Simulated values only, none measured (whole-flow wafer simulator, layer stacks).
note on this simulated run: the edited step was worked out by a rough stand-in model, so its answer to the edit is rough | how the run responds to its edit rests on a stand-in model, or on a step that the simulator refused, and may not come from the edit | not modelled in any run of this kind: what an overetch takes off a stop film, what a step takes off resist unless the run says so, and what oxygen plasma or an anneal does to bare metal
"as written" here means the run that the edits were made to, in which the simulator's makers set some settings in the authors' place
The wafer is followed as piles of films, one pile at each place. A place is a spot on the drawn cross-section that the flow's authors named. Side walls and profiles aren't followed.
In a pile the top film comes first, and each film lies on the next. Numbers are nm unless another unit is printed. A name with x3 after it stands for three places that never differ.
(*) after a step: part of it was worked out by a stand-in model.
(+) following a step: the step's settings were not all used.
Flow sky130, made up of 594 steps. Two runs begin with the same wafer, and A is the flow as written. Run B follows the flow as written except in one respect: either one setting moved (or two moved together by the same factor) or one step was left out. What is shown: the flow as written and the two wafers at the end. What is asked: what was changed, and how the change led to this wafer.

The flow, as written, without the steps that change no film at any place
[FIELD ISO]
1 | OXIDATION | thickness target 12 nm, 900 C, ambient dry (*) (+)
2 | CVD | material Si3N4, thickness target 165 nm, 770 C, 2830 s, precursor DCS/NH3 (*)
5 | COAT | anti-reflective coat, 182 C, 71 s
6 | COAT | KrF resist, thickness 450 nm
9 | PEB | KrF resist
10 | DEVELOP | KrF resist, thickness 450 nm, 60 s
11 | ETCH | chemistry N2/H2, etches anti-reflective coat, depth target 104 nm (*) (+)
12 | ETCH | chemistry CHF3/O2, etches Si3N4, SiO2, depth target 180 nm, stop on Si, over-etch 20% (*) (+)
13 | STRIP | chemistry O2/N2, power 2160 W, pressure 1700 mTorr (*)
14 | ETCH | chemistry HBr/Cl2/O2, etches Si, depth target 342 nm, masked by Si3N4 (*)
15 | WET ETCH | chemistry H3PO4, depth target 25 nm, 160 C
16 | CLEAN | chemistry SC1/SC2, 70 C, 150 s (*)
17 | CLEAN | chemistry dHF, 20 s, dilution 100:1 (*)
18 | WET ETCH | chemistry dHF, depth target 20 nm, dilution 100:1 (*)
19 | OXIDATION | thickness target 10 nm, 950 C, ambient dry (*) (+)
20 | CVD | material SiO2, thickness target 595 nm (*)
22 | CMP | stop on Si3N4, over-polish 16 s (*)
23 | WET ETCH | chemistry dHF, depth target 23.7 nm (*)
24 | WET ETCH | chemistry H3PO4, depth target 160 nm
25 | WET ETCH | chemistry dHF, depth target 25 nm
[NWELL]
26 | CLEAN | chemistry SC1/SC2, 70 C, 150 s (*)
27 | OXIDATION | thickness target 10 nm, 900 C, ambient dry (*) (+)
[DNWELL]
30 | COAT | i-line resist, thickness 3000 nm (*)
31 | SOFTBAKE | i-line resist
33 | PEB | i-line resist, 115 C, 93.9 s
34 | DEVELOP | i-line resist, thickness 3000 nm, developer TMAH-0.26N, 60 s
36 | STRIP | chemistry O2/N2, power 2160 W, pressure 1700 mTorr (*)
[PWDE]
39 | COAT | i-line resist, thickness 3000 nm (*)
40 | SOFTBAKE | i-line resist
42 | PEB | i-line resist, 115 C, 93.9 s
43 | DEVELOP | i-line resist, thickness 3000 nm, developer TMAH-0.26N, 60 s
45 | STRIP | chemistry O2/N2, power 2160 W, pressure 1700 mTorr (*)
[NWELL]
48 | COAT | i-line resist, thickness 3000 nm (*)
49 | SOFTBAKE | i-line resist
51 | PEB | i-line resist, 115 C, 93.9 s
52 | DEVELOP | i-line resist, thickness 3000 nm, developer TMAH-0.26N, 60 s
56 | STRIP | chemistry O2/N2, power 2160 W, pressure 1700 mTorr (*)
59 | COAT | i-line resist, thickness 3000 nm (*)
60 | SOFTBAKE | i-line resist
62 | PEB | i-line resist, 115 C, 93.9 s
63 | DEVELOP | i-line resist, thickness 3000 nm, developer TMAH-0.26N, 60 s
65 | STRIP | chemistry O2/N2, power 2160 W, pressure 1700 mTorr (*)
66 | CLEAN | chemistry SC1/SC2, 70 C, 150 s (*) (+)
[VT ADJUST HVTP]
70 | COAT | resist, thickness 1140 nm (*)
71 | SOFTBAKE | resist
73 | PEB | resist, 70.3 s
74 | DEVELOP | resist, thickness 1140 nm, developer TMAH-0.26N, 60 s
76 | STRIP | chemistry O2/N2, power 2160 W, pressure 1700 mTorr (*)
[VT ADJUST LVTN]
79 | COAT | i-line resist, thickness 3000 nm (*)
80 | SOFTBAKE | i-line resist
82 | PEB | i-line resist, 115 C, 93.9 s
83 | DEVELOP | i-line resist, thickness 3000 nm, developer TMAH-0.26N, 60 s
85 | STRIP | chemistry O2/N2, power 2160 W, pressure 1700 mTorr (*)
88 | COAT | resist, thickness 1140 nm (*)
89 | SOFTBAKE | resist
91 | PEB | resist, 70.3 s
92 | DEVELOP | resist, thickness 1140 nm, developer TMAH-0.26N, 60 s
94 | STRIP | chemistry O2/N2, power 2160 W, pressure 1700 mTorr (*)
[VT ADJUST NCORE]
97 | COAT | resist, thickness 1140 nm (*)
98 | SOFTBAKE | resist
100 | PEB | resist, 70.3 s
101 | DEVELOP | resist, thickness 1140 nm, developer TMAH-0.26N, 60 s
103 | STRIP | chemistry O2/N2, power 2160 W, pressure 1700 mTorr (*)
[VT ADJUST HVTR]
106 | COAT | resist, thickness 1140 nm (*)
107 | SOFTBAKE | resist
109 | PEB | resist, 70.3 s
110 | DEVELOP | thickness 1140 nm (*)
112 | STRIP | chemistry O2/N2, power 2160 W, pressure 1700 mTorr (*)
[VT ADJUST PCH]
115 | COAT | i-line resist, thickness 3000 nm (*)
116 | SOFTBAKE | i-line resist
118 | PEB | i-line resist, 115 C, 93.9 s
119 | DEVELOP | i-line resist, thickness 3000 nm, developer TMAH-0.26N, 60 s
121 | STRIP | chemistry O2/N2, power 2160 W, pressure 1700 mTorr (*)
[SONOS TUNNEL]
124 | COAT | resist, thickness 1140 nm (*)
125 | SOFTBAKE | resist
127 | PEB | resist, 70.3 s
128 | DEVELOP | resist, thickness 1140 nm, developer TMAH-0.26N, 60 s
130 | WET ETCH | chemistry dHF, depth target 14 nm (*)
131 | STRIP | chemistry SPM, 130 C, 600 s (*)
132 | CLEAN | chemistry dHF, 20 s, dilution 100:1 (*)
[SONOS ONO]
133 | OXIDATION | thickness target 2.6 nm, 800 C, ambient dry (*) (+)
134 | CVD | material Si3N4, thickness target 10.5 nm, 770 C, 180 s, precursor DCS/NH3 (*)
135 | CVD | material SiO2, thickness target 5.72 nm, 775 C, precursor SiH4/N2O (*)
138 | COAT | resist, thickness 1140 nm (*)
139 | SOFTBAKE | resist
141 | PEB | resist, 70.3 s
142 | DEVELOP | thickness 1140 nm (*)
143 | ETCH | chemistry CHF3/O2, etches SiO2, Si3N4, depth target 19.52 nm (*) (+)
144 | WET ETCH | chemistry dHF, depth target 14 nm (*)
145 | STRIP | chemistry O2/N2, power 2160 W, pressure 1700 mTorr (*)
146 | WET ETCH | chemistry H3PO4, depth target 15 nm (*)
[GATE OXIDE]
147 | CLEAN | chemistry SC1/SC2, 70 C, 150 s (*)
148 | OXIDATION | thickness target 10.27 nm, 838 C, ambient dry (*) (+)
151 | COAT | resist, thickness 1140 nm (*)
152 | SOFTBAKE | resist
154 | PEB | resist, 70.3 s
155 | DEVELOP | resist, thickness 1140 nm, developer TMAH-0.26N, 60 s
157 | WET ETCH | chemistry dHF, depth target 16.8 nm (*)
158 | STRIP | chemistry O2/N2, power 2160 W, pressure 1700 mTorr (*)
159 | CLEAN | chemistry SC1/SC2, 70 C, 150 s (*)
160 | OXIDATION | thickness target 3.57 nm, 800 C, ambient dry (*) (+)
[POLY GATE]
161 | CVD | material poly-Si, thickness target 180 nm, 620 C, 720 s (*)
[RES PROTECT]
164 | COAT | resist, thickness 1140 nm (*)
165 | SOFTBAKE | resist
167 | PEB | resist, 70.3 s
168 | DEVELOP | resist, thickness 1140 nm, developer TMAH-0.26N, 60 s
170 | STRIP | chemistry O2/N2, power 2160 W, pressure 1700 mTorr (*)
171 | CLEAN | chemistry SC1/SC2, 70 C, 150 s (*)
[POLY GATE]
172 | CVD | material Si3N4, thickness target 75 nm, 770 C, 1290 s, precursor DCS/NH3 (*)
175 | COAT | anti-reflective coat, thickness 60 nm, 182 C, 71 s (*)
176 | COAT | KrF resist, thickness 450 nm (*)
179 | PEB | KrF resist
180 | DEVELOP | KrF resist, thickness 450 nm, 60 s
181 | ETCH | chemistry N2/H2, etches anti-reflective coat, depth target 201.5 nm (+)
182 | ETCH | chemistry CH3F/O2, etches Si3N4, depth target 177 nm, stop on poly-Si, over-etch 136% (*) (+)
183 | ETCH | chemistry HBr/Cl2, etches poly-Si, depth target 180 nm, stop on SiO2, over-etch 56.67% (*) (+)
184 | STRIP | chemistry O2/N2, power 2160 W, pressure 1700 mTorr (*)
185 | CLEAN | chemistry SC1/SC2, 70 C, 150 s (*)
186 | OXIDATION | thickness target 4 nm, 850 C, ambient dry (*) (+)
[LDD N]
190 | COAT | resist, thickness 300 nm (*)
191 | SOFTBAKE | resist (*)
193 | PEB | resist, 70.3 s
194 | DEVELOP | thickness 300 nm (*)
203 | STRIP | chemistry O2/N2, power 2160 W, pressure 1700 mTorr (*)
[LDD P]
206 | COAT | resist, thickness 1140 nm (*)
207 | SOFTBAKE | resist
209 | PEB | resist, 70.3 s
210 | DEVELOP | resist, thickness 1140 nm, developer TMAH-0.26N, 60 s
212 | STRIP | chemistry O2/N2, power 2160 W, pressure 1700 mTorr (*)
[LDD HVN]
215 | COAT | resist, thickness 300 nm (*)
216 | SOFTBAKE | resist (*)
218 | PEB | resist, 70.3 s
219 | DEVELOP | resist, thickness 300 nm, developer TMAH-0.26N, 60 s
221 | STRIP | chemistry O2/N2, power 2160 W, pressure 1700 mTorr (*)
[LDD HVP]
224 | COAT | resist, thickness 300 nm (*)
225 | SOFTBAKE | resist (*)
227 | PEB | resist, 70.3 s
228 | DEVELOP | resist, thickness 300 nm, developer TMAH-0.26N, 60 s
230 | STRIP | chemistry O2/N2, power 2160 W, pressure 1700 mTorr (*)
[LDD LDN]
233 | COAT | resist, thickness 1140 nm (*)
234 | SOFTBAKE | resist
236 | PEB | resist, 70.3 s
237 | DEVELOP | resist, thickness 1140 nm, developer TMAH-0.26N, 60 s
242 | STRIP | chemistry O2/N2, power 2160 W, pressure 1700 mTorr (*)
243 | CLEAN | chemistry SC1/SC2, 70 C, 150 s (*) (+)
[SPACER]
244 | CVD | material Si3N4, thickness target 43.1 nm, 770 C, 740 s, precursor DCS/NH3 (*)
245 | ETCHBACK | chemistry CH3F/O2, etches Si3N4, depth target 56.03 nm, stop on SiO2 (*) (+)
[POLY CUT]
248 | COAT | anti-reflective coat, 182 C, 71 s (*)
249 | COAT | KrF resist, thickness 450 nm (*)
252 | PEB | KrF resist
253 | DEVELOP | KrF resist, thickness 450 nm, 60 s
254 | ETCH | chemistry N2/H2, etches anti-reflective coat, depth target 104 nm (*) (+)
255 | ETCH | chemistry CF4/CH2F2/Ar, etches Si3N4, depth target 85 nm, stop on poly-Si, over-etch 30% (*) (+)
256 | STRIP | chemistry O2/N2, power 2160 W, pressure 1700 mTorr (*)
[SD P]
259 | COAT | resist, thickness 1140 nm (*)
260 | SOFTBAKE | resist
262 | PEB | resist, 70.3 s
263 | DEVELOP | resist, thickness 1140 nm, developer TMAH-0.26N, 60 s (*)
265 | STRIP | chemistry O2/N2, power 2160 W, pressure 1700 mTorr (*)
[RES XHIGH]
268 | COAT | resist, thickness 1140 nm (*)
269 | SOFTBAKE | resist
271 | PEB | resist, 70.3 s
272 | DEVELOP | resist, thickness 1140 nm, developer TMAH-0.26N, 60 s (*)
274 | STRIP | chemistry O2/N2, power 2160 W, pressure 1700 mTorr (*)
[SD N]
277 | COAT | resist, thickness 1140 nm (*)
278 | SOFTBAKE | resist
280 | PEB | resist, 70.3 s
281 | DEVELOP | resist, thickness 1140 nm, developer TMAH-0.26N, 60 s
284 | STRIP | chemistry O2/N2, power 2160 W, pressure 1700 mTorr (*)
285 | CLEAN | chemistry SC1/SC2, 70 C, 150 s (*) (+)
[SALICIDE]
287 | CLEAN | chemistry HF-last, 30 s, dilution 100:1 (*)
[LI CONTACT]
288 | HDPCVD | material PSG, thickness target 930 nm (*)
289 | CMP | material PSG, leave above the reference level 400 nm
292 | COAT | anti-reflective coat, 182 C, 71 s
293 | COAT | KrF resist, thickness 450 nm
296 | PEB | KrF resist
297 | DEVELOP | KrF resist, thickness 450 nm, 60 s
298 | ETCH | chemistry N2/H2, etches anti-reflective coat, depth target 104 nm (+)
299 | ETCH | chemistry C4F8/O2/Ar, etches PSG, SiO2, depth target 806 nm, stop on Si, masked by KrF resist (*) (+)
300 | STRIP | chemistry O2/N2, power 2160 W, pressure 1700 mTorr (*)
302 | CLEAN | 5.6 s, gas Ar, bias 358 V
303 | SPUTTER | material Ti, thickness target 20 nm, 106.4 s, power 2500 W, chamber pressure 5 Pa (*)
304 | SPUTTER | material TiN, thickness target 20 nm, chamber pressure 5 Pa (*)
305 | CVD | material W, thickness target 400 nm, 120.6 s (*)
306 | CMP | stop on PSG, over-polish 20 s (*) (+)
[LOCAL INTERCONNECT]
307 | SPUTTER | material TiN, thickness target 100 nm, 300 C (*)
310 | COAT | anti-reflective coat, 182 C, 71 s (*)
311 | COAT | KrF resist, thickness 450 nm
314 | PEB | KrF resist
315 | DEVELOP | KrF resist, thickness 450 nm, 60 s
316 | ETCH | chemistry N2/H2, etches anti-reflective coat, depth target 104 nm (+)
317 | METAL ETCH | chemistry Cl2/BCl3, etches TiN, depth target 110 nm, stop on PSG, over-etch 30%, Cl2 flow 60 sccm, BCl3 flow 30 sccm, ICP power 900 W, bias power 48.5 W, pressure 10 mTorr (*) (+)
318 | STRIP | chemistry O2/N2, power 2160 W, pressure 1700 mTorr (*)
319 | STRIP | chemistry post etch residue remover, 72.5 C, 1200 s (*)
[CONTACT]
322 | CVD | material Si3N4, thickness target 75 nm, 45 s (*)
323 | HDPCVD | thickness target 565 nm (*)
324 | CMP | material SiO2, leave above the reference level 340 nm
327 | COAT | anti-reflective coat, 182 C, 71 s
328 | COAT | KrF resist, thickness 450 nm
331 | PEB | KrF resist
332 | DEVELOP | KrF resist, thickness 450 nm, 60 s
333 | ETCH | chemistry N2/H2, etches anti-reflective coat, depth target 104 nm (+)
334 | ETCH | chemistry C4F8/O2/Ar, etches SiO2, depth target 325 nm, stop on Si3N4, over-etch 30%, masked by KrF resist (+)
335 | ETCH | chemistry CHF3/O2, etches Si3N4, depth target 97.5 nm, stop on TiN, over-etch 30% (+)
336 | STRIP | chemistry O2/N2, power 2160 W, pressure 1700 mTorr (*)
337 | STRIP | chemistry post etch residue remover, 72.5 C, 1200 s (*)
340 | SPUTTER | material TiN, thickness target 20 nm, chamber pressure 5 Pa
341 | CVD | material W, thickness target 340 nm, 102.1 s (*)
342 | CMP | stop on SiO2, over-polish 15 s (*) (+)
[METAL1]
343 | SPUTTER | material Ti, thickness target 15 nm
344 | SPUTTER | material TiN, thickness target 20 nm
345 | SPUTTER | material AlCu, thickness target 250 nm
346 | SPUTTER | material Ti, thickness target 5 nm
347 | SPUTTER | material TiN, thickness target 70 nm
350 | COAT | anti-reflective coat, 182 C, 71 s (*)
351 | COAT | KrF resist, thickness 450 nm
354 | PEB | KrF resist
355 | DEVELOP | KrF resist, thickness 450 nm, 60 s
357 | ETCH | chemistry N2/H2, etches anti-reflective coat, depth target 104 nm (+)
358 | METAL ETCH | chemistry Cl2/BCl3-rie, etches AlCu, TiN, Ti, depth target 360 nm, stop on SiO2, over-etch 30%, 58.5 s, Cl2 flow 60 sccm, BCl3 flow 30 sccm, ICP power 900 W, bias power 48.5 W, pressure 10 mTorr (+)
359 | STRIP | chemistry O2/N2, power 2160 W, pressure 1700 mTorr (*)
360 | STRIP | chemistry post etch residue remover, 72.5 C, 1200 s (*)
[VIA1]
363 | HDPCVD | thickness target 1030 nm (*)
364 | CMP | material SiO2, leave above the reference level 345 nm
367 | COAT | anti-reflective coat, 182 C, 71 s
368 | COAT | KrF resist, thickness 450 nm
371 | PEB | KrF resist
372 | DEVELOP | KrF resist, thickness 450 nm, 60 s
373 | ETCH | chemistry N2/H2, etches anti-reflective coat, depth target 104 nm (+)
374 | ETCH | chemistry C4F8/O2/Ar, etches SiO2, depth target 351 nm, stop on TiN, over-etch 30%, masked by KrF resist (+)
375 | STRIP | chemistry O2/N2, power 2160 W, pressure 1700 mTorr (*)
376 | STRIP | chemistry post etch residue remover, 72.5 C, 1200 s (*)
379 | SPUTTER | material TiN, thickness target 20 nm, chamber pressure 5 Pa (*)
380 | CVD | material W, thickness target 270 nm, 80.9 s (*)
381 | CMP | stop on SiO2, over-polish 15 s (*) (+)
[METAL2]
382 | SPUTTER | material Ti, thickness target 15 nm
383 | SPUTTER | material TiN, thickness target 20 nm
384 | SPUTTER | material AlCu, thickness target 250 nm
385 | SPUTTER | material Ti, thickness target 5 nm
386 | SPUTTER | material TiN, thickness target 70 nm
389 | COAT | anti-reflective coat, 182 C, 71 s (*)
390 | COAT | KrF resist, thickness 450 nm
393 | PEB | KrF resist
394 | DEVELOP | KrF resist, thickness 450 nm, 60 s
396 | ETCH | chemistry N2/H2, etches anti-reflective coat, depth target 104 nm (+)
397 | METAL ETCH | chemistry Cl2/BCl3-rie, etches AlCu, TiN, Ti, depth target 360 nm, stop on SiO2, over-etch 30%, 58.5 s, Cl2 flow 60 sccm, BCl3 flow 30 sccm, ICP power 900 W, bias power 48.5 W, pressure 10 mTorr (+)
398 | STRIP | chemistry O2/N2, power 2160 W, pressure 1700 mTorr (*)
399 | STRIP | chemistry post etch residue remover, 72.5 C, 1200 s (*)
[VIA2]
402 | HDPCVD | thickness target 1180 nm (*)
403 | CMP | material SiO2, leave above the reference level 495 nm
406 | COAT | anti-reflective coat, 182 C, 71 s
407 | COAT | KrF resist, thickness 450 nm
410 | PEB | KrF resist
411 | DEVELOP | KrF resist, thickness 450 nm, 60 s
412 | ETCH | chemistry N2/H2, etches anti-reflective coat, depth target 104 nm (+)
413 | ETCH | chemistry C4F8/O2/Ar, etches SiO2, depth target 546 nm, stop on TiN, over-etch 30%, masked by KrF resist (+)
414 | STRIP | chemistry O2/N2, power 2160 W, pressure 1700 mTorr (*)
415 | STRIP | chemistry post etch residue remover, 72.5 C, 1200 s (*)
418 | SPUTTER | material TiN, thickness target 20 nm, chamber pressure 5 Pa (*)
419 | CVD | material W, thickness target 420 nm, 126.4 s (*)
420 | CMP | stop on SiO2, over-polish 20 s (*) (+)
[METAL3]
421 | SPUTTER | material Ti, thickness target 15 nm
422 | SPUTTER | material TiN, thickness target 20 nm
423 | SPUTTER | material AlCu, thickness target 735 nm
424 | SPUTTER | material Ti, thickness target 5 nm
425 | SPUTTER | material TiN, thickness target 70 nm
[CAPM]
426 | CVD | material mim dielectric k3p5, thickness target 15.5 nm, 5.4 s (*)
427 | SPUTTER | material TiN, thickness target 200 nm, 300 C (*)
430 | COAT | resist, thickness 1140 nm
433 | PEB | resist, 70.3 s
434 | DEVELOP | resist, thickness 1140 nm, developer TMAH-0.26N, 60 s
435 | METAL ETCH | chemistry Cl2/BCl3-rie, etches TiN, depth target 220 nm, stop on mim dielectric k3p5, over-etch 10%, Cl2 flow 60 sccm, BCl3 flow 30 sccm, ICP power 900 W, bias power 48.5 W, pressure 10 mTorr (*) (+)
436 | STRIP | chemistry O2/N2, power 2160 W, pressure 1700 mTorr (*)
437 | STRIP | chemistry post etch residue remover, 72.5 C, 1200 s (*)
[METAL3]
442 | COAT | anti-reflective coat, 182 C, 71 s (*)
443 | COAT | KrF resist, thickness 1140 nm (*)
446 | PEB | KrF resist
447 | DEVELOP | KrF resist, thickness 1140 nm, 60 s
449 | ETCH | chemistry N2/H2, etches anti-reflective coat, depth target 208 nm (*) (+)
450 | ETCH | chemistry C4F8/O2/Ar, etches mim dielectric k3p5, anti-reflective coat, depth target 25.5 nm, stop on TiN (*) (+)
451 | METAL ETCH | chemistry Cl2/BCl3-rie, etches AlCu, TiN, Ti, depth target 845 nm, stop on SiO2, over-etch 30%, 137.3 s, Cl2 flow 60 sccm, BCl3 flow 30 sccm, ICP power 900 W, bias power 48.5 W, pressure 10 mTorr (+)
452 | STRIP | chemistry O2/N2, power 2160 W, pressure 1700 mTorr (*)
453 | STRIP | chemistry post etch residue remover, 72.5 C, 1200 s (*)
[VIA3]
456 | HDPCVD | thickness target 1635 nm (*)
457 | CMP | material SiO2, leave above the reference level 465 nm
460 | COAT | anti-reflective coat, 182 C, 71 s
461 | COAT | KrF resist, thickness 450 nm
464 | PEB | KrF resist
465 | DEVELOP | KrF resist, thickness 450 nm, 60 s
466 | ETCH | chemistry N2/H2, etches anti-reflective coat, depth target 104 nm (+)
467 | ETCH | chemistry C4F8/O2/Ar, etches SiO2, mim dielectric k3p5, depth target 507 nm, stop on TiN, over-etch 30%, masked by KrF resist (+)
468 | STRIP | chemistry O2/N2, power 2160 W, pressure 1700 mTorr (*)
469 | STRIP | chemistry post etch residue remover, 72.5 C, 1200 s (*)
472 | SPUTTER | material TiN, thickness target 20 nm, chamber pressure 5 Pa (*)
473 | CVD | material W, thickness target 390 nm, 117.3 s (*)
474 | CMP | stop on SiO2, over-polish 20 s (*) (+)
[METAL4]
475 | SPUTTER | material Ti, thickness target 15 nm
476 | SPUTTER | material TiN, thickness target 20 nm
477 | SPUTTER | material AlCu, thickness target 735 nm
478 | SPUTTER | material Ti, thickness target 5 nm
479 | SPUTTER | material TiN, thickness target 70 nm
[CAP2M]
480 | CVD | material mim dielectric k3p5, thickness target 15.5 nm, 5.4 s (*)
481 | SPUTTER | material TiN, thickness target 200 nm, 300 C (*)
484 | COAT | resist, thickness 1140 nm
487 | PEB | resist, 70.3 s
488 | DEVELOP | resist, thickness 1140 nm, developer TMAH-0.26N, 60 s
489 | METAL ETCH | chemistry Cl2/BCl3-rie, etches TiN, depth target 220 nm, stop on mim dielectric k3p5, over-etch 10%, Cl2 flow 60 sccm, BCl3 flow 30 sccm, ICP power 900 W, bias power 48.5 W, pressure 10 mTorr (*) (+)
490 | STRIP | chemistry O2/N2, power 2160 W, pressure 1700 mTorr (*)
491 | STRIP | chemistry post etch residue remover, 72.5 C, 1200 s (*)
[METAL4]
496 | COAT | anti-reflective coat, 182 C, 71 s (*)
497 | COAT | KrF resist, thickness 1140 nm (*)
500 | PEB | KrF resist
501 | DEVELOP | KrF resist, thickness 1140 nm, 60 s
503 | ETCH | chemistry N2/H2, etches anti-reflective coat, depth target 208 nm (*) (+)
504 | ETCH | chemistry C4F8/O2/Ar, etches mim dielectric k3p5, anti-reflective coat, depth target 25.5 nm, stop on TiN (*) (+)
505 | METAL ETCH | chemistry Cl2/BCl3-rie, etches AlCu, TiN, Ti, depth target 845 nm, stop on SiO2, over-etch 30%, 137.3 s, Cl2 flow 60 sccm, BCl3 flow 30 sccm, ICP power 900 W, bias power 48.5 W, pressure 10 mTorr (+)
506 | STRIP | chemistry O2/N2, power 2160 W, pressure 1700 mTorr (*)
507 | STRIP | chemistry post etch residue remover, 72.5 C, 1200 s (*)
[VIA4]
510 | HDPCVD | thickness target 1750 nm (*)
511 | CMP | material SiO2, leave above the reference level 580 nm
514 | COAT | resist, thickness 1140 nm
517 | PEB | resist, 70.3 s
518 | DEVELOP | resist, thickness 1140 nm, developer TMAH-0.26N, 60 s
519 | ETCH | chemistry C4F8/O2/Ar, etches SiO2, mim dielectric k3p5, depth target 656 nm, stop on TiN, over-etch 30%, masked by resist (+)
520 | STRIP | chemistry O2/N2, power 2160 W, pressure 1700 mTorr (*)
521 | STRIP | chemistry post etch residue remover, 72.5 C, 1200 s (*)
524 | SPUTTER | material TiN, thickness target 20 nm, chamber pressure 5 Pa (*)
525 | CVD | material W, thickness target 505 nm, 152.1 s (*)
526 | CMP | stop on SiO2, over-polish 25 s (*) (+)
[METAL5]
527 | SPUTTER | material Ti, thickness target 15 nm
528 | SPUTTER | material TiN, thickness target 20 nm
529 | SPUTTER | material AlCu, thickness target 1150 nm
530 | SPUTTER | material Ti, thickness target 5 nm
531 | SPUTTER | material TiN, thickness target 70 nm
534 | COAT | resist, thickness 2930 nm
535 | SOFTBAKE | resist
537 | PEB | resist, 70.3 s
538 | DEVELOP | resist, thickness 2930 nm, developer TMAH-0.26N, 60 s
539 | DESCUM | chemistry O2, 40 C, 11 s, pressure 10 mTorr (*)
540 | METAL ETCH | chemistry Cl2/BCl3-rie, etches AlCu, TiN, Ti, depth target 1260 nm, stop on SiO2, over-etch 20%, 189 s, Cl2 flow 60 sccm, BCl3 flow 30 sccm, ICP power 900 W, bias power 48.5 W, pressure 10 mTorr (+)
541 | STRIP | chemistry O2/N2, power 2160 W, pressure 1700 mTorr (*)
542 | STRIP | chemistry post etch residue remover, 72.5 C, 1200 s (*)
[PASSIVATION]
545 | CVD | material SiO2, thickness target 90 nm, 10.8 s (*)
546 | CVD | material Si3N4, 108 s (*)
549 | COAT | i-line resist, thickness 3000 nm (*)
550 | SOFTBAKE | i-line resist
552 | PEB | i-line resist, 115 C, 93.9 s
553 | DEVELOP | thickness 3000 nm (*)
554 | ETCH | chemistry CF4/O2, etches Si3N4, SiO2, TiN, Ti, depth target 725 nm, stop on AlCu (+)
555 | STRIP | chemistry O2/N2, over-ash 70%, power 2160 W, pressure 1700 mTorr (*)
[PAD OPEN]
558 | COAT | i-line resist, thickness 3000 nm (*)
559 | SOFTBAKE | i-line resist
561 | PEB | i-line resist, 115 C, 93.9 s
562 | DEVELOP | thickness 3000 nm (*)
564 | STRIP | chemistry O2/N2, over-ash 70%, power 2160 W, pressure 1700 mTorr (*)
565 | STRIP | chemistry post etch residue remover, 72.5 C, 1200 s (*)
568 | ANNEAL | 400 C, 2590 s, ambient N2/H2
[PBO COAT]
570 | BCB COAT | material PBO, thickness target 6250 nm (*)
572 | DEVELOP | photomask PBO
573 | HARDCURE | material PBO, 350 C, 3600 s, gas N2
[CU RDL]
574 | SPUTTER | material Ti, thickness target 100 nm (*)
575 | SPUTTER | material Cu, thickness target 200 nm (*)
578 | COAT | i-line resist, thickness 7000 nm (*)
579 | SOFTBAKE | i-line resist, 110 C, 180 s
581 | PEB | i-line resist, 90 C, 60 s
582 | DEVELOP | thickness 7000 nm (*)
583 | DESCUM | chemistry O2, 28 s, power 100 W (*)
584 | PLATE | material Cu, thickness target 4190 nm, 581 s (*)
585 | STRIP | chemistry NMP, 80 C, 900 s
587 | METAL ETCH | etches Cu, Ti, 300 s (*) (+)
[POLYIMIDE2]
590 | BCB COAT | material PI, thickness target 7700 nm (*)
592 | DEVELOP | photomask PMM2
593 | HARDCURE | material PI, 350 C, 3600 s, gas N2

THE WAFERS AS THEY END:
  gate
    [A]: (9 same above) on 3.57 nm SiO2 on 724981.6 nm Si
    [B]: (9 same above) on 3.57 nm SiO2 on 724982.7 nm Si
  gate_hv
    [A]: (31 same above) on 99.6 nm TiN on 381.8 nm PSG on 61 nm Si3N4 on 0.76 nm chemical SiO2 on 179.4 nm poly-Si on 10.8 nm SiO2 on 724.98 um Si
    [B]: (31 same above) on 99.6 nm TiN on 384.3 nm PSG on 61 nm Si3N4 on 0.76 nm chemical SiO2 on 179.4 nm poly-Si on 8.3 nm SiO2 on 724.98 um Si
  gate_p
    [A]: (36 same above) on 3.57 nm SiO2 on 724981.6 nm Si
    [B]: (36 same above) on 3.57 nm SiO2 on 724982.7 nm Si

Cause: step 148, OXIDATION: thickness target 7.701 nm was run, though the flow has thickness target 10.27 nm.

The path from the change to this, step by step:
  148 | OXIDATION | thickness target 10.27 nm, 838 C, ambient dry (*) (+)
      active, n_well, p_well and 98 more: A SiO2 gains 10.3 (new film), chemical SiO2 loses 0.76 (all of it), Si loses 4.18 | B SiO2 gains 7.7 (new film), chemical SiO2 loses 0.76 (all of it), Si loses 3.06
  157 | WET ETCH | chemistry dHF, depth target 16.8 nm (*)
      active, n_well, p_well and 58 more: A SiO2 loses 10.3 (all of it) | B SiO2 loses 7.7 (all of it)
  248 | COAT | anti-reflective coat, 182 C, 71 s (*)
      iso_pw_fox: A anti-reflective coat gains 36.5 (new film) | B anti-reflective coat gains 35.5 (new film)
  256 | STRIP | chemistry O2/N2, power 2160 W, pressure 1700 mTorr (*)
      iso_pw_fox: A KrF resist loses 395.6 (all of it), anti-reflective coat loses 36.5 (all of it) | B KrF resist loses 396 (all of it), anti-reflective coat loses 35.5 (all of it)
  306 | CMP | stop on PSG, over-polish 20 s (*) (+)
      poly_licon: A W loses 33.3 | B W loses 32
